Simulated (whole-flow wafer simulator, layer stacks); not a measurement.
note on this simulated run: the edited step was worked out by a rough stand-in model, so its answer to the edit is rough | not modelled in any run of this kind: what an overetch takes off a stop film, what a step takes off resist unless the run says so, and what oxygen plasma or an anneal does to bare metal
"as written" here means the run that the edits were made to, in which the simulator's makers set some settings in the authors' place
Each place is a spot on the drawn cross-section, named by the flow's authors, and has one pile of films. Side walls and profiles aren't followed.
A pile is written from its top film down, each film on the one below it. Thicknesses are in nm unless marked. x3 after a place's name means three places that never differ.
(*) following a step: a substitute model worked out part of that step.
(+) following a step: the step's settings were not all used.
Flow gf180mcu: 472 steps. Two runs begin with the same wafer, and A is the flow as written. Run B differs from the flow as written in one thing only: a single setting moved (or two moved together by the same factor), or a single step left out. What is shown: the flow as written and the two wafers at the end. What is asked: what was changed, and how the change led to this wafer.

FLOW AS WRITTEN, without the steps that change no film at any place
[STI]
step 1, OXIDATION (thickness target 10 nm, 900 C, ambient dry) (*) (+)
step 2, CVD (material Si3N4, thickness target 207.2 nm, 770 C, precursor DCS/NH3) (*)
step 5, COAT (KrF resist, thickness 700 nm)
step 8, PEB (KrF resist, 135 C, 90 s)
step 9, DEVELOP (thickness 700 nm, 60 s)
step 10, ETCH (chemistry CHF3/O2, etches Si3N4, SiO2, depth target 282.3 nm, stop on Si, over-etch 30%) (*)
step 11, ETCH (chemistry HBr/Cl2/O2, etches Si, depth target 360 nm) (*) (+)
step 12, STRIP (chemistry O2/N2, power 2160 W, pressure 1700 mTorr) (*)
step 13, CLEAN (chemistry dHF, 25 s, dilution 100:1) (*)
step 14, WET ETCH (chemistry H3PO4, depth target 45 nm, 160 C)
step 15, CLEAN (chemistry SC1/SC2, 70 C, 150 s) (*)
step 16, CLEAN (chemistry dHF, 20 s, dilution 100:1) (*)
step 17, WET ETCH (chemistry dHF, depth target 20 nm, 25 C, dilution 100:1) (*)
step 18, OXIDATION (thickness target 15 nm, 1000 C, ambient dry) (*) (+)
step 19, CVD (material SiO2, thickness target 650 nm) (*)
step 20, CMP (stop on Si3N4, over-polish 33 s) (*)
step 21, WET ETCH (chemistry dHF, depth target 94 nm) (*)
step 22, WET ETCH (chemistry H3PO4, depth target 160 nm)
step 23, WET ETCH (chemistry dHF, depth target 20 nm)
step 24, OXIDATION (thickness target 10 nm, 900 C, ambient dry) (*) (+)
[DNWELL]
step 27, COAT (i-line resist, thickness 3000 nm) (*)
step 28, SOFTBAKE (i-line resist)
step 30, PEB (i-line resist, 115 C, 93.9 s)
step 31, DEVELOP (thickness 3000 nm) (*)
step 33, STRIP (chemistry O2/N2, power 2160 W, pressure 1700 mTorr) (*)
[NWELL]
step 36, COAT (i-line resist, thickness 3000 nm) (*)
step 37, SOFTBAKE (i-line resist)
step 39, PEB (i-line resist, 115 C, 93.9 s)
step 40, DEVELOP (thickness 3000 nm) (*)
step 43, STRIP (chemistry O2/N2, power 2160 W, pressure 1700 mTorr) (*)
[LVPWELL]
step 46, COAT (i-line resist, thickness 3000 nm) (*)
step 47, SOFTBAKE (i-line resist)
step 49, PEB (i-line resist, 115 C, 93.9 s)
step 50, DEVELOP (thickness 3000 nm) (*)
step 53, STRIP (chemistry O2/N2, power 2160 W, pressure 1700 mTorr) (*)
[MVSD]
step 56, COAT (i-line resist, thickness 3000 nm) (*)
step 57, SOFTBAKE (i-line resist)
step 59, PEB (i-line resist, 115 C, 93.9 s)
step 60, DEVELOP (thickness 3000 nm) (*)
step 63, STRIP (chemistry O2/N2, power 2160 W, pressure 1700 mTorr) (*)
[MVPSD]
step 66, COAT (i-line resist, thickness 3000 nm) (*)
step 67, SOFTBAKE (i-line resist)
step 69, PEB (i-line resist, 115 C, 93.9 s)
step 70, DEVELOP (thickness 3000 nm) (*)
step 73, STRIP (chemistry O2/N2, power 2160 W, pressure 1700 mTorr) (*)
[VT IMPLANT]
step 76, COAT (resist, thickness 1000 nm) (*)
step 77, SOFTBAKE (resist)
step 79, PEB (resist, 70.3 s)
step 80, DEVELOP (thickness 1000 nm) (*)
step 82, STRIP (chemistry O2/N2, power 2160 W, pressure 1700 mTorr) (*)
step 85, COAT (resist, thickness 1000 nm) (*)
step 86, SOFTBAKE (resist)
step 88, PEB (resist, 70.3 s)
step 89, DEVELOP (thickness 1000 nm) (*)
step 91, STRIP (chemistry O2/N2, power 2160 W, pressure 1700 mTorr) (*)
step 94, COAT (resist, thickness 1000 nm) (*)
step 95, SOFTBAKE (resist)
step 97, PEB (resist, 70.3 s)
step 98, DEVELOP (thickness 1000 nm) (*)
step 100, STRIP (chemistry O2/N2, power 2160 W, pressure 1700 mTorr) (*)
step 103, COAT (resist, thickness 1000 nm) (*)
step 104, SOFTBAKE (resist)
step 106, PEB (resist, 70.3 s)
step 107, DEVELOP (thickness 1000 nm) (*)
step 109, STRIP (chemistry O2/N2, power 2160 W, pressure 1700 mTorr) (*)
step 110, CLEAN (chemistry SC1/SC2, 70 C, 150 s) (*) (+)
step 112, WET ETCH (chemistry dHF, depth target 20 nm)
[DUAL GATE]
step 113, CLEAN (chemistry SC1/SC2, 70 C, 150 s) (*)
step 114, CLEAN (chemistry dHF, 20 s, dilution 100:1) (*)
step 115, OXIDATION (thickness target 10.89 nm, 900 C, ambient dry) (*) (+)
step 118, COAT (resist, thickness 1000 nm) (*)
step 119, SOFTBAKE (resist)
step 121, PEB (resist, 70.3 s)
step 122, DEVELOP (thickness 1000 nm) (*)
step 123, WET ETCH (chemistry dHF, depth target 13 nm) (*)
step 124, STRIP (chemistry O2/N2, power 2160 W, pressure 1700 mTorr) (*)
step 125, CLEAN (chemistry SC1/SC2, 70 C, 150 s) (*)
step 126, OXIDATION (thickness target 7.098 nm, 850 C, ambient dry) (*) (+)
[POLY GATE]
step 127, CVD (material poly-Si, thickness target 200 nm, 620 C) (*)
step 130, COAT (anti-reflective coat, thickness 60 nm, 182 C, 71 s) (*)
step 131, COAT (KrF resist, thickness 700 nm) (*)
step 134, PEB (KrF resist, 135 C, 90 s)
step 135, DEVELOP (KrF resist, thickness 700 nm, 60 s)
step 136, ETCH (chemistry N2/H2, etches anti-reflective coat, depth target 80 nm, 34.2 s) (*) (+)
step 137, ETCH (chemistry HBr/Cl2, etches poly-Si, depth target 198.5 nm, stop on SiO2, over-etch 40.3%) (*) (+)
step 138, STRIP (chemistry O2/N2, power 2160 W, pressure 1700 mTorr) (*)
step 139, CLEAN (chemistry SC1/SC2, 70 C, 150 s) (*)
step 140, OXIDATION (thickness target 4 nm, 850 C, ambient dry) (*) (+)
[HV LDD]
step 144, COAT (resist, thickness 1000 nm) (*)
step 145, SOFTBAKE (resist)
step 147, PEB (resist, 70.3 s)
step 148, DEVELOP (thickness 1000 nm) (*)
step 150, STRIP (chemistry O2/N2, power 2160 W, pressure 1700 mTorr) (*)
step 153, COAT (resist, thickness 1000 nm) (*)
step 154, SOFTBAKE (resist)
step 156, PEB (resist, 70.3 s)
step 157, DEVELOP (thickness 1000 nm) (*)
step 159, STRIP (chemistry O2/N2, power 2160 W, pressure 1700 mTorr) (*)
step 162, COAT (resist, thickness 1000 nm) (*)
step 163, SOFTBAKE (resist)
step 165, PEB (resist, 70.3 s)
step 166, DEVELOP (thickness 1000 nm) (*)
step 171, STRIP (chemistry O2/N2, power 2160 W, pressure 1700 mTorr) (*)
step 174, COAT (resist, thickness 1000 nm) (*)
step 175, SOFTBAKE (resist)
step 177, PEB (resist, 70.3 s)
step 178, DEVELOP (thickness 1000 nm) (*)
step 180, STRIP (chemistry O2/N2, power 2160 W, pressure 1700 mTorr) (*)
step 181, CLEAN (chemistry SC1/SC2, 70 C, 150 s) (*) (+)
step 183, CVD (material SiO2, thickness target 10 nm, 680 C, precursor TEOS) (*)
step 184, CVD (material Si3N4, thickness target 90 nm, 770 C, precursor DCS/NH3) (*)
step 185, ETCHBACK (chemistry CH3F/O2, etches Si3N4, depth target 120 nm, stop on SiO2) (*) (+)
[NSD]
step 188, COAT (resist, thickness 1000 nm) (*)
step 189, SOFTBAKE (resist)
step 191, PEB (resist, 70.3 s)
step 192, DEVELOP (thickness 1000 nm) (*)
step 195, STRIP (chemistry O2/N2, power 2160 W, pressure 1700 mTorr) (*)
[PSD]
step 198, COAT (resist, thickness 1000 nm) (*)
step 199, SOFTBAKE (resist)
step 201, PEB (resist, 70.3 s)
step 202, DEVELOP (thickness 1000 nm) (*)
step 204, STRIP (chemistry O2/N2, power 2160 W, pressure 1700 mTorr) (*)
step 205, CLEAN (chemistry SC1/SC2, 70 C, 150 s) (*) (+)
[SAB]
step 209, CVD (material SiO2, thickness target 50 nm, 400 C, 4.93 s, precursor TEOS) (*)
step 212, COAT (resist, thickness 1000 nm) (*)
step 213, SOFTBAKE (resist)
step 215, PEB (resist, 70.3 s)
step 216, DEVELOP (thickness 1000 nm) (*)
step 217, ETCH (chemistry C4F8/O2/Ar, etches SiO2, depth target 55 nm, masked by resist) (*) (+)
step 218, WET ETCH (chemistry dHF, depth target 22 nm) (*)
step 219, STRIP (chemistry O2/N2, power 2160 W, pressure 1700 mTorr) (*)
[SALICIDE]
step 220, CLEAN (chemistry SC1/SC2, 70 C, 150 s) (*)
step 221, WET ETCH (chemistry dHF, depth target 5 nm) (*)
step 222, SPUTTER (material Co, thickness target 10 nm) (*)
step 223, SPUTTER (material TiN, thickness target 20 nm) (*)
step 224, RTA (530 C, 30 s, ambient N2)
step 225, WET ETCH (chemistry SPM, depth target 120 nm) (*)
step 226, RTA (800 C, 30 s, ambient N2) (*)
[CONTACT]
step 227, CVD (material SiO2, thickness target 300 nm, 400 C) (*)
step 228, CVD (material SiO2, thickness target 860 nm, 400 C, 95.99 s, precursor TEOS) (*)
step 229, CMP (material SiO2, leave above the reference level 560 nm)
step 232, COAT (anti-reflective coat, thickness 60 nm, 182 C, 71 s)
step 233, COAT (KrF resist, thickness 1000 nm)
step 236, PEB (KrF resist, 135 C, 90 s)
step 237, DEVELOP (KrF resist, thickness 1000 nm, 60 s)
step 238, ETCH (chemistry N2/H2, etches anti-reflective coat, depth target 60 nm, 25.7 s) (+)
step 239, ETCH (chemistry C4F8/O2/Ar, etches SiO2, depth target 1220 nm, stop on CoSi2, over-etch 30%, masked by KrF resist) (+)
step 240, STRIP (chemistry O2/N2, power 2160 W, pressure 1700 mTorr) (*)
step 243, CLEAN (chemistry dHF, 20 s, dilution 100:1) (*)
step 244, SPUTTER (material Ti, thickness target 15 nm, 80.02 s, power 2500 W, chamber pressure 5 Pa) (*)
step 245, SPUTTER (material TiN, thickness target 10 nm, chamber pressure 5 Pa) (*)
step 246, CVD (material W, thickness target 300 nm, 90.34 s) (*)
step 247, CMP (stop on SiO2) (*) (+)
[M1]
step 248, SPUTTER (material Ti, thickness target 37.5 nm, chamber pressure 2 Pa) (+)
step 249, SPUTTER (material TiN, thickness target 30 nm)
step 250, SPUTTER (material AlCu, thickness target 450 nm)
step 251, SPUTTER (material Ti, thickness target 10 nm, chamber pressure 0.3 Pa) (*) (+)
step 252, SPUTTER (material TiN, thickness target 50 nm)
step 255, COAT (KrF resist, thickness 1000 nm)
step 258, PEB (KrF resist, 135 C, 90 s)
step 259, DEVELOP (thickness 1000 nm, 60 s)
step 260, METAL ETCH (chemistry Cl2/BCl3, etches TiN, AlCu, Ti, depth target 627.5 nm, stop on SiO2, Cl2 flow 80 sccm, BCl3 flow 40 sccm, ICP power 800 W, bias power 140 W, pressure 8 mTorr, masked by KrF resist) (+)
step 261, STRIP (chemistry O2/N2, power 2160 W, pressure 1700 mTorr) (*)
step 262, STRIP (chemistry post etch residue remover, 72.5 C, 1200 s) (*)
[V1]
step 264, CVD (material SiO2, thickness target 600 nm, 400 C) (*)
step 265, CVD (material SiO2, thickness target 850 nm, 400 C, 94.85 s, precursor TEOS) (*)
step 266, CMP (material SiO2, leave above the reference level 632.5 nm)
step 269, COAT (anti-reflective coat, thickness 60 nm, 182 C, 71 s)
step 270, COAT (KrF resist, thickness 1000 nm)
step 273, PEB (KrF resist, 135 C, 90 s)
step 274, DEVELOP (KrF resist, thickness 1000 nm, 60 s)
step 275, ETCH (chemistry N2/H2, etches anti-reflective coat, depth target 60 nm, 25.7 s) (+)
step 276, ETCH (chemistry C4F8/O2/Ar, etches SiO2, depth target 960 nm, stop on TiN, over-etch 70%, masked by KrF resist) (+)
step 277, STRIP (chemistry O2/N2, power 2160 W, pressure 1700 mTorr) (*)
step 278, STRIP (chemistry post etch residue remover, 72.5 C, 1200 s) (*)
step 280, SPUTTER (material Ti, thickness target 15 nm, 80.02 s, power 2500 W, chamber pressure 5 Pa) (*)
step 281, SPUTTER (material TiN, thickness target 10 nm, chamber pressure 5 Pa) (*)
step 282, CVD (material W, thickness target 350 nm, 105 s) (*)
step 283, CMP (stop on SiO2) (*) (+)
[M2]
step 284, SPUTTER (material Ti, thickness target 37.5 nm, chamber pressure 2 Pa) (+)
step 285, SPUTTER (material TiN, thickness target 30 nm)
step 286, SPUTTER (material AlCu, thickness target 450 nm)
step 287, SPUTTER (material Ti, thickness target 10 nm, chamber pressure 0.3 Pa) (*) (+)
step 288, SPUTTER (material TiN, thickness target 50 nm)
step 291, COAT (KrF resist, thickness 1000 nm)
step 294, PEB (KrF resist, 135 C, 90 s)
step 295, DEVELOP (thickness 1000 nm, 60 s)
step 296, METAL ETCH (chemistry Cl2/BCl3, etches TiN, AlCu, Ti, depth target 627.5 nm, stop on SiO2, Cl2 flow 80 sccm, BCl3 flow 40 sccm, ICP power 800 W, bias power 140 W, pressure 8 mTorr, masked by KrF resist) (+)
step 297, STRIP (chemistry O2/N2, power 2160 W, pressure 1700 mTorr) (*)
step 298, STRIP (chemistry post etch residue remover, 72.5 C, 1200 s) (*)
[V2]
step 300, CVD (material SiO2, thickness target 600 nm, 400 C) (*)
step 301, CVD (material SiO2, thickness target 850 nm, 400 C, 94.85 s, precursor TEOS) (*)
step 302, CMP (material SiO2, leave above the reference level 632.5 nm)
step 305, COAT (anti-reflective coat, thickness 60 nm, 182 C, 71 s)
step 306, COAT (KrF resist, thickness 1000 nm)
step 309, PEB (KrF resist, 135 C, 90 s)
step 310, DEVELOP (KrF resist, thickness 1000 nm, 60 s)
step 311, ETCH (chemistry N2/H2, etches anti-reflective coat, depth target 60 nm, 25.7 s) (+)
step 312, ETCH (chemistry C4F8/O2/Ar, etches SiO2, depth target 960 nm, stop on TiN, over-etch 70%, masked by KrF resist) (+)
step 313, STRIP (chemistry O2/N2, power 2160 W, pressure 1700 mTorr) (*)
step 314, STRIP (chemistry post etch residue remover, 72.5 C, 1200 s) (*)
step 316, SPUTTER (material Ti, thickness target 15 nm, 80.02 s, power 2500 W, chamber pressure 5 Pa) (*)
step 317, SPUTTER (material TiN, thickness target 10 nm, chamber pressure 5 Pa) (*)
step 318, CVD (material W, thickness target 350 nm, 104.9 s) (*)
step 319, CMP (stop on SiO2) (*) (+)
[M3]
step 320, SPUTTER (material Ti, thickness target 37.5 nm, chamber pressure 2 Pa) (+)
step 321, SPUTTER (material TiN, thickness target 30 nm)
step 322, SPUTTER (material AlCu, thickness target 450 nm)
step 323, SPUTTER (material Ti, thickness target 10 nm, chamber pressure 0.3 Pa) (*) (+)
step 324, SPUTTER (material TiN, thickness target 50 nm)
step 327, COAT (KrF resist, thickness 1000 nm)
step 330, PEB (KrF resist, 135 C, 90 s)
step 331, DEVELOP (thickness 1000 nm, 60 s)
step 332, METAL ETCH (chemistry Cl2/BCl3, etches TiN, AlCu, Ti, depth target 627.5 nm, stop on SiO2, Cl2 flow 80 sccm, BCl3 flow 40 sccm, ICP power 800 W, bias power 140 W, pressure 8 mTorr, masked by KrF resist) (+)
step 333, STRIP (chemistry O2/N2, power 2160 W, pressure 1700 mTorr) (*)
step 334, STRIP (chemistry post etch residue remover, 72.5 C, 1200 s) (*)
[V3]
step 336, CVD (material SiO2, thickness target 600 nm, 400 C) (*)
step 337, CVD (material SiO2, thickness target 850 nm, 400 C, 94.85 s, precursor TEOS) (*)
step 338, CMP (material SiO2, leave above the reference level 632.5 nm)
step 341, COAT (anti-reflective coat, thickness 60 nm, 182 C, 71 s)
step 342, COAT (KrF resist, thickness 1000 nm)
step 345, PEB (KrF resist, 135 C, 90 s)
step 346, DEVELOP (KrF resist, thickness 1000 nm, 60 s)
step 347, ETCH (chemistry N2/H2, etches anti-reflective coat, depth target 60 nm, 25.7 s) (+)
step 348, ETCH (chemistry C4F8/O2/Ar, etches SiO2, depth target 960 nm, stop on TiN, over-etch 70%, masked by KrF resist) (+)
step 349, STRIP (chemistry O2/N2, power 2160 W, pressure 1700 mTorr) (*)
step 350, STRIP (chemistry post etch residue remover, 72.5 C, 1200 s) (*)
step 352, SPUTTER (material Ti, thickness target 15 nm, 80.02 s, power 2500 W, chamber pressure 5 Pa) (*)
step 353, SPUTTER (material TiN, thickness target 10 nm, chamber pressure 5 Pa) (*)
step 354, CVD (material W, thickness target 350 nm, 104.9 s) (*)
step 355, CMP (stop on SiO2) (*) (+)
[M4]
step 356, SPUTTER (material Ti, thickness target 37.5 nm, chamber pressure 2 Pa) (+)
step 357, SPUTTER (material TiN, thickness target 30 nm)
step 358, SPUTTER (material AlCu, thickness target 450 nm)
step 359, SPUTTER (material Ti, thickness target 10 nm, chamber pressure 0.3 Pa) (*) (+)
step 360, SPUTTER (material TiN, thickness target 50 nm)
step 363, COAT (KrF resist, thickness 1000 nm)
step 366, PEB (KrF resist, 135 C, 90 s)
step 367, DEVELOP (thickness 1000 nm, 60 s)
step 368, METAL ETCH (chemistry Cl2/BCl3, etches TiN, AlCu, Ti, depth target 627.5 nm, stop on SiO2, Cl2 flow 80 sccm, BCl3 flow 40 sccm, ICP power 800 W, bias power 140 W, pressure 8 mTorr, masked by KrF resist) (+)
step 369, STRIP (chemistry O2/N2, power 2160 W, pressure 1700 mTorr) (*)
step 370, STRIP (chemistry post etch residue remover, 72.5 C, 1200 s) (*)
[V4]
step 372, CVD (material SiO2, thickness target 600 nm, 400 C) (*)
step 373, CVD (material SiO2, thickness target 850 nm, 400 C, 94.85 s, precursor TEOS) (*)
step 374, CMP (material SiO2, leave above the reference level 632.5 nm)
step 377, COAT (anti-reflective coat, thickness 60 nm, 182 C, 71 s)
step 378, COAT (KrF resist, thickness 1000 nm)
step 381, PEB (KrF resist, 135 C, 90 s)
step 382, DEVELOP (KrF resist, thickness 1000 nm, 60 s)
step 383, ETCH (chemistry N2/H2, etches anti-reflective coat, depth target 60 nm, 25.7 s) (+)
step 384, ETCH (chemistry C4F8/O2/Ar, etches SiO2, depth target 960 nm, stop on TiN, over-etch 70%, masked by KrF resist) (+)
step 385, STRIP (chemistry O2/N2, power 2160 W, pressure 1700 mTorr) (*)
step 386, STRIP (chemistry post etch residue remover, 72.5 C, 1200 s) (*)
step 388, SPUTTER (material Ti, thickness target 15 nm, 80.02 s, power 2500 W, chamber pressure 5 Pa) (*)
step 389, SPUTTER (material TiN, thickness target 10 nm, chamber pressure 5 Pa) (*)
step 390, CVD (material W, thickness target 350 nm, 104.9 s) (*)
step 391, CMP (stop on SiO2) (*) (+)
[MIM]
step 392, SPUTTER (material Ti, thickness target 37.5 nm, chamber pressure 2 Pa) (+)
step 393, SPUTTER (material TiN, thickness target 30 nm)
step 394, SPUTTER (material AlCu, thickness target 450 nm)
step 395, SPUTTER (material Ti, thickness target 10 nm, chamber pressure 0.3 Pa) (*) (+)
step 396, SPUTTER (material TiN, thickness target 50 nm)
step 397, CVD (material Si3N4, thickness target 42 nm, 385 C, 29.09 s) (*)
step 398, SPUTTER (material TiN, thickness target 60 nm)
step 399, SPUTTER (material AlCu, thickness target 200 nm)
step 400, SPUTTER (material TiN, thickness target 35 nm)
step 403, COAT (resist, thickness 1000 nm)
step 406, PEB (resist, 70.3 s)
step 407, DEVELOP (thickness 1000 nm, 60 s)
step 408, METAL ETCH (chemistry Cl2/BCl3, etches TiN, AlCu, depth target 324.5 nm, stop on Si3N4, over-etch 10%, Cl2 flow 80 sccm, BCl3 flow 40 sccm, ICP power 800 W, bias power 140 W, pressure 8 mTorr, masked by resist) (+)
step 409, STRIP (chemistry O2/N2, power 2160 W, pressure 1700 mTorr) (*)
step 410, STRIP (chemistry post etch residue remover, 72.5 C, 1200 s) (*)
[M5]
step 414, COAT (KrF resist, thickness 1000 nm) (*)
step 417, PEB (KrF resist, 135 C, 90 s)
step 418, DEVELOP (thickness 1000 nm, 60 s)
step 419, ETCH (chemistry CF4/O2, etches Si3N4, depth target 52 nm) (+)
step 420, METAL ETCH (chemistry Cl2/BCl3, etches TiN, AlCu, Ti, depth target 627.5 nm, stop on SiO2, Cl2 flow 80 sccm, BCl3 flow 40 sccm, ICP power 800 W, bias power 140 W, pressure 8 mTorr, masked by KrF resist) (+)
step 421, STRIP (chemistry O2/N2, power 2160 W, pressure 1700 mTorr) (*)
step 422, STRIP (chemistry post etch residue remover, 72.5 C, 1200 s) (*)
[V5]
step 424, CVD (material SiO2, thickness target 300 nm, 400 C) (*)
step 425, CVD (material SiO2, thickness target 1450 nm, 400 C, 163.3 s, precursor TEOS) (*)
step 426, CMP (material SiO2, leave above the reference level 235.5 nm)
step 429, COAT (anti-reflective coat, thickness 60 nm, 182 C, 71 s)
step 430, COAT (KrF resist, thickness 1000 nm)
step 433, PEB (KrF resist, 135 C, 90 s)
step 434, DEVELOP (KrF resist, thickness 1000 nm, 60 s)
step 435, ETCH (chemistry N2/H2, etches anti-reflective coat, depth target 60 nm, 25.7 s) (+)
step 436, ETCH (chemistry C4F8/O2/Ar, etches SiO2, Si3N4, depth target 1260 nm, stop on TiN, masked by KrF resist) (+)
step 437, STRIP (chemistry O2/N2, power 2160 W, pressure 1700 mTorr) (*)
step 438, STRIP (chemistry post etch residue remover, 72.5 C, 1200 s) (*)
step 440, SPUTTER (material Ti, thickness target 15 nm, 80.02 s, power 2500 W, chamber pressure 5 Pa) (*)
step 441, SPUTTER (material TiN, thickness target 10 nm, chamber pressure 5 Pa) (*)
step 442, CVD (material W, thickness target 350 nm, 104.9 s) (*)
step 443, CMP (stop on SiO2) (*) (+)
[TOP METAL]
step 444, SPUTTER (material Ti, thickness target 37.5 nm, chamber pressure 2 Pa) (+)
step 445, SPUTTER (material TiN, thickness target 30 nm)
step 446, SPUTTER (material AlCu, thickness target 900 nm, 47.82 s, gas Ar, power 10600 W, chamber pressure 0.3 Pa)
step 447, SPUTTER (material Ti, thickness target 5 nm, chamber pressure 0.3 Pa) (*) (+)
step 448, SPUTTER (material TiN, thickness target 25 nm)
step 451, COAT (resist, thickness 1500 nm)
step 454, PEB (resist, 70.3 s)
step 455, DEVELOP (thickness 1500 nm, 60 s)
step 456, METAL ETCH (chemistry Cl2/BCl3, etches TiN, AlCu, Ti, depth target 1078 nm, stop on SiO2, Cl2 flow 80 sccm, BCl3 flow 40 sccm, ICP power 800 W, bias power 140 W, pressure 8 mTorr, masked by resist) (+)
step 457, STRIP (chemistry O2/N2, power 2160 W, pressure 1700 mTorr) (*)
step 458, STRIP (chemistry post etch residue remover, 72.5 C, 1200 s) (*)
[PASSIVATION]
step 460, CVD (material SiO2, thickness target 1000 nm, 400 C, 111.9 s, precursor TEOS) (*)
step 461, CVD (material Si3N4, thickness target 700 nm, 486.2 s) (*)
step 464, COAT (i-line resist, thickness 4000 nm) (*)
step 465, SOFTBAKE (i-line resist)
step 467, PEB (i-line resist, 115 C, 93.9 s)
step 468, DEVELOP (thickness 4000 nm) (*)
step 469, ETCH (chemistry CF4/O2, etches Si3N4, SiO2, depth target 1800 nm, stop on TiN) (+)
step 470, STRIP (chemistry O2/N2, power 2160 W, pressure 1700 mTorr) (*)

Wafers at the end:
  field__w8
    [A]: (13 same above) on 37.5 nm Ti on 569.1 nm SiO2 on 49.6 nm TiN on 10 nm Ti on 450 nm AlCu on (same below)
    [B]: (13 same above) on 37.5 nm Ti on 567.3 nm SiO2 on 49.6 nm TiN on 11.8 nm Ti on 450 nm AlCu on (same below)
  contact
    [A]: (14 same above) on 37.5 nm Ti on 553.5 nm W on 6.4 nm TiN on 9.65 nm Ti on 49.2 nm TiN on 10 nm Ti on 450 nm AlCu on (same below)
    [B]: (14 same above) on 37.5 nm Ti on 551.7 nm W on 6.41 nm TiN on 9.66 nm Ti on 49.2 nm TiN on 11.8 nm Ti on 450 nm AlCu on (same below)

What caused this: step 359, SPUTTER: thickness target 11.8 nm was run, whereas the flow has thickness target 10 nm.
One can read it off the wafer: field__w8 has Ti 11.8, and step 359 as written asks for 10 nm.

The path from the change to this, step by step:
  step 359, SPUTTER (material Ti, thickness target 10 nm, chamber pressure 0.3 Pa) (*) (+)
      field, field__w1, field__w2 and 108 more: A +10 Ti (new film) | B +11.8 Ti (new film)
  step 368, METAL ETCH (chemistry Cl2/BCl3, etches TiN, AlCu, Ti, depth target 627.5 nm, stop on SiO2, Cl2 flow 80 sccm, BCl3 flow 40 sccm, ICP power 800 W, bias power 140 W, pressure 8 mTorr, masked by KrF resist) (+)
      field, field__w1, field__w2 and 103 more: A -50 TiN (all of it), -10 Ti (all of it), -450 AlCu (all of it), -30 TiN (all of it), -37.5 Ti (all of it) | B -50 TiN (all of it), -11.8 Ti (all of it), -450 AlCu (all of it), -30 TiN (all of it), -37.5 Ti (all of it)
